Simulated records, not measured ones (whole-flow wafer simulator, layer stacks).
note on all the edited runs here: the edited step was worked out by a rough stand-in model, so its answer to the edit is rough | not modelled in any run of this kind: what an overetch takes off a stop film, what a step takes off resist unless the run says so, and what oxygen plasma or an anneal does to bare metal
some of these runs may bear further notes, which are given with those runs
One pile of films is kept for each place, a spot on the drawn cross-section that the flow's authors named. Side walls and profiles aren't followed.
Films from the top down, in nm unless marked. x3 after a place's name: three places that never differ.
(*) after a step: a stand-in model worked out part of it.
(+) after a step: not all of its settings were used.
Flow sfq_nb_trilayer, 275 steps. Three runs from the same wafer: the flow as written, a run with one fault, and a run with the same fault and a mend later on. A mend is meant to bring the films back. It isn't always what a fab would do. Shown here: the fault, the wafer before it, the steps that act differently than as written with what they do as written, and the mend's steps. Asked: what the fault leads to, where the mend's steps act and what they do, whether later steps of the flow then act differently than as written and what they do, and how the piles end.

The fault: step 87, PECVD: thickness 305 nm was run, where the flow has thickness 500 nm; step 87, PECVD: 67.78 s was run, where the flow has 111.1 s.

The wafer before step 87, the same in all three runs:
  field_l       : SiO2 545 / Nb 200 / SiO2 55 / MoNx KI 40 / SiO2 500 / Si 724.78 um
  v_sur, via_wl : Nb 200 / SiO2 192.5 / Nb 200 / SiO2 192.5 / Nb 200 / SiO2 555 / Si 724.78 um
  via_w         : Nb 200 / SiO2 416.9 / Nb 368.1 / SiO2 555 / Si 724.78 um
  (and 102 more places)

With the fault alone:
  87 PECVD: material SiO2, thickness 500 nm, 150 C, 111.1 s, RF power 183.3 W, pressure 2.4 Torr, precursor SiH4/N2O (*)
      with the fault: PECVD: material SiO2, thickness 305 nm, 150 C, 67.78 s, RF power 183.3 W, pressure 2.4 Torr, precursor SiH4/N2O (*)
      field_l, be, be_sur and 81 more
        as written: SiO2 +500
        with the fault: SiO2 +305
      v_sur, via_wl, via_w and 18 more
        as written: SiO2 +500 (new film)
        with the fault: SiO2 +305 (new film)
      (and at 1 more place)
  Later steps of the flow that act differently than as written (14 more steps differ only slightly, by at most 2% or 0.5 nm, whichever is larger, and aren't shown):
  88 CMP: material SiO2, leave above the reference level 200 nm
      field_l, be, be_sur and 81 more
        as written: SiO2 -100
        with the fault: nothing
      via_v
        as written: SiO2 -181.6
        with the fault: nothing
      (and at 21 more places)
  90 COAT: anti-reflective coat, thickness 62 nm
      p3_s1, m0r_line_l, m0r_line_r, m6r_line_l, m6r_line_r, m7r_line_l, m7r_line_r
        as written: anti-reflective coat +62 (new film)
        with the fault: anti-reflective coat +63.5 (new film)
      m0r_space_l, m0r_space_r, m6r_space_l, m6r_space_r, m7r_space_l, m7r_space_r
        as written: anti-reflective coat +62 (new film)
        with the fault: anti-reflective coat +75.1 (new film)
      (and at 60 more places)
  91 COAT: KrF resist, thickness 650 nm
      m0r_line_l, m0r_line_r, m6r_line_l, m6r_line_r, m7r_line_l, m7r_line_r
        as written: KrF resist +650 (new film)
        with the fault: KrF resist +668.9 (new film)
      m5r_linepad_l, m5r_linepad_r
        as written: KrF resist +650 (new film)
        with the fault: KrF resist +629 (new film)
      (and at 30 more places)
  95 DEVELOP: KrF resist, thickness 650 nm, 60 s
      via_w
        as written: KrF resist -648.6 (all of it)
        with the fault: KrF resist -614.7 (all of it)
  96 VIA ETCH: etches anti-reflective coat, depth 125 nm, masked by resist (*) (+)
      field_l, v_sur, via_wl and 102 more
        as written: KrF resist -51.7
        with the fault: KrF resist -45.2
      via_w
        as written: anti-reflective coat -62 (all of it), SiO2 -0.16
        with the fault: anti-reflective coat -54.2 (all of it), SiO2 -0.14
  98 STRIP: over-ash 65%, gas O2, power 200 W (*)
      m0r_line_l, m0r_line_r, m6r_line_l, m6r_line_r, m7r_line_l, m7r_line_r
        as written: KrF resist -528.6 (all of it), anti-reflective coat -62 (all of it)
        with the fault: KrF resist -553.9 (all of it), anti-reflective coat -63.5 (all of it)
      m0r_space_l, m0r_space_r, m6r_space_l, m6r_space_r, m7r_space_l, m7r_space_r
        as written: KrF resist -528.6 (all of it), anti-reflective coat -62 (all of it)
        with the fault: KrF resist -546.3 (all of it), anti-reflective coat -75.1 (all of it)
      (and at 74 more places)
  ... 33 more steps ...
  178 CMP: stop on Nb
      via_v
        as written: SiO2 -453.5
        with the fault: SiO2 -340.8
  At the end the piles differ from the flow's by more than 2% or 0.5 nm, whichever is larger, at via_v, p4_w1, p4_w2 and 7 more.
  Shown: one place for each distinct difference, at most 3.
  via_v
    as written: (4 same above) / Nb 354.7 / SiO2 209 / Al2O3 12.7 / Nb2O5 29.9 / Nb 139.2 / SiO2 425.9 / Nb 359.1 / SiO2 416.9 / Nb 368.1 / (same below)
    with the fault: (4 same above) / Nb 354.7 / SiO2 459.7 / Al2O3 9.16 / Nb2O5 36.3 / Nb 104.3 / SiO2 344 / Nb 90.1 / SiO2 122.1 / Nb 173.4 / SiO2 253.8 / Nb 368.1 / (same below)
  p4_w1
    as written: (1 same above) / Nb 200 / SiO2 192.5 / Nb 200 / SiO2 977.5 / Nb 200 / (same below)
    with the fault: (1 same above) / Nb 200 / SiO2 287.5 / Nb 200 / SiO2 882.5 / Nb 200 / (same below)

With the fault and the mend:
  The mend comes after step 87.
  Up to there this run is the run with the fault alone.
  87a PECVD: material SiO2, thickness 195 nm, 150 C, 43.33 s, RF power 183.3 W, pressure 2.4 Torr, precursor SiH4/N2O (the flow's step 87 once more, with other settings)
      field_l, v_sur, via_wl and 102 more
        SiO2 +195
      via_v
        SiO2 +173.8
  Later steps of the flow that act differently than as written (2 more steps differ only slightly, by at most 2% or 0.5 nm, whichever is larger, and aren't shown):
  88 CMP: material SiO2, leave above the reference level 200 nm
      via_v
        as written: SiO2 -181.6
        with the mend: SiO2 -10.7
  At the end the piles are the same as the flow's at every place that both follow.
